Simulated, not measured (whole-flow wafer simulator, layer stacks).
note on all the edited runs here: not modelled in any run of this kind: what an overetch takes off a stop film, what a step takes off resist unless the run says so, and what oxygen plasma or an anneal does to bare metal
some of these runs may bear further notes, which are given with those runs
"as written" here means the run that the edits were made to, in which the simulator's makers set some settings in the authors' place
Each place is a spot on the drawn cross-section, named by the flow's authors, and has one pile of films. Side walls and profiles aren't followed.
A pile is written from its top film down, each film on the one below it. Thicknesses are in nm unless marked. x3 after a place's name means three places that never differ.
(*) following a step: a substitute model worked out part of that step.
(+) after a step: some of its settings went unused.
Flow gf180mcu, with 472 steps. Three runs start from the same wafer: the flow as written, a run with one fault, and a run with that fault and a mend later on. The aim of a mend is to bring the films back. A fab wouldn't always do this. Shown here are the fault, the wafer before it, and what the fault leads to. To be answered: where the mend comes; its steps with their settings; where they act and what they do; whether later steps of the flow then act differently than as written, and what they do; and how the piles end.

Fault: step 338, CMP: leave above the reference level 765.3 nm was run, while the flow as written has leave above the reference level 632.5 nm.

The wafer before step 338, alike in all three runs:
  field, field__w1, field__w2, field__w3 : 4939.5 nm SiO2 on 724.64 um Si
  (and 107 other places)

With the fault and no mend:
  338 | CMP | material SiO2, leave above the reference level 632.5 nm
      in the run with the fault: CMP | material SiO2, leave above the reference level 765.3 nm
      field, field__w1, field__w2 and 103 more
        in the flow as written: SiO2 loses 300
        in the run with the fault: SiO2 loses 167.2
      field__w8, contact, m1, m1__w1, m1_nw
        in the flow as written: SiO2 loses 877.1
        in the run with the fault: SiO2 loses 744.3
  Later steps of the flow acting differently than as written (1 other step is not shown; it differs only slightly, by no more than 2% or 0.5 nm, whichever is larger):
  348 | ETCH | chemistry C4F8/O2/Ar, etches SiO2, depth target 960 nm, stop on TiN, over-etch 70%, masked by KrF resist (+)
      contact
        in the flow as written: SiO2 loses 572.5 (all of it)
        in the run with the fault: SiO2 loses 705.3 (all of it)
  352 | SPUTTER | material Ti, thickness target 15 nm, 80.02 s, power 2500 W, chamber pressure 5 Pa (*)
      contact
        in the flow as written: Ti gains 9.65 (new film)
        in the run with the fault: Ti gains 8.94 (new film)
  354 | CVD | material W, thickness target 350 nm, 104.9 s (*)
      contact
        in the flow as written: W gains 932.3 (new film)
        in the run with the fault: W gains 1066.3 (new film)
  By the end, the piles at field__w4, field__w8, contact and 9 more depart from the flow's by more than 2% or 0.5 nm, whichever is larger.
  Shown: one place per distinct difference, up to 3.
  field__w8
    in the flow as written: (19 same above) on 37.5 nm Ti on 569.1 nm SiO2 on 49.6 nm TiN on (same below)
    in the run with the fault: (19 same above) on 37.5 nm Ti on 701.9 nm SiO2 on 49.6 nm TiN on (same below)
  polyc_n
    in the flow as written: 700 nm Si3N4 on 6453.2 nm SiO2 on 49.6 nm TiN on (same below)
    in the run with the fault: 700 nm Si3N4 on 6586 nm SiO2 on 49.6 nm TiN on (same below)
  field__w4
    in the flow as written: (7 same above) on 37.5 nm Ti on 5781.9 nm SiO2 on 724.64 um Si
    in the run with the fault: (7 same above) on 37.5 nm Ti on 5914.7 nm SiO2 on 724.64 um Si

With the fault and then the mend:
  The mend stands after step 346.
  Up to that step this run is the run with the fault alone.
  346a | STRIP | chemistry O2/N2, power 2160 W, pressure 1700 mTorr (*)
      field, field__w1, field__w2 and 107 more
        KrF resist loses 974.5 (all of it), anti-reflective coat loses 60 (all of it)
      contact
        anti-reflective coat loses 60 (all of it)
  346b | CMP | material SiO2, leave above the reference level 632.5 nm (the flow's step 338, run once more)
      field, field__w1, field__w2 and 108 more
        SiO2 loses 132.8
  346c | HMDS | 120 C, 60 s (the flow's step 340, run once more)
      leaves every film unchanged at each place that is followed
  346d | COAT | anti-reflective coat, thickness 60 nm, 182 C, 71 s (the flow's step 341, run once more)
      field, field__w1, field__w2 and 108 more
        anti-reflective coat gains 60 (new film)
  346e | COAT | KrF resist, thickness 1000 nm (the flow's step 342, run once more)
      field, field__w1, field__w2 and 108 more
        KrF resist gains 1000 (new film)
  346f | SOFTBAKE | KrF resist (the flow's step 343, run once more)
      leaves every film unchanged at each place that is followed
  346g | EXPOSE | photomask Via3 (the flow's step 344, run once more)
      leaves every film unchanged at each place that is followed
  346h | PEB | KrF resist, 135 C, 90 s (the flow's step 345, run once more)
      field, field__w1, field__w2 and 108 more
        KrF resist loses 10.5
  346i | DEVELOP | KrF resist, thickness 1000 nm, 60 s (the flow's step 346, run once more)
      field, field__w1, field__w2 and 107 more
        KrF resist loses 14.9
      contact
        KrF resist loses 989.5 (all of it)
  Every later step of the flow that is run acts as written at every place that is followed.
  The piles end the same as the flow's at every place that both follow.
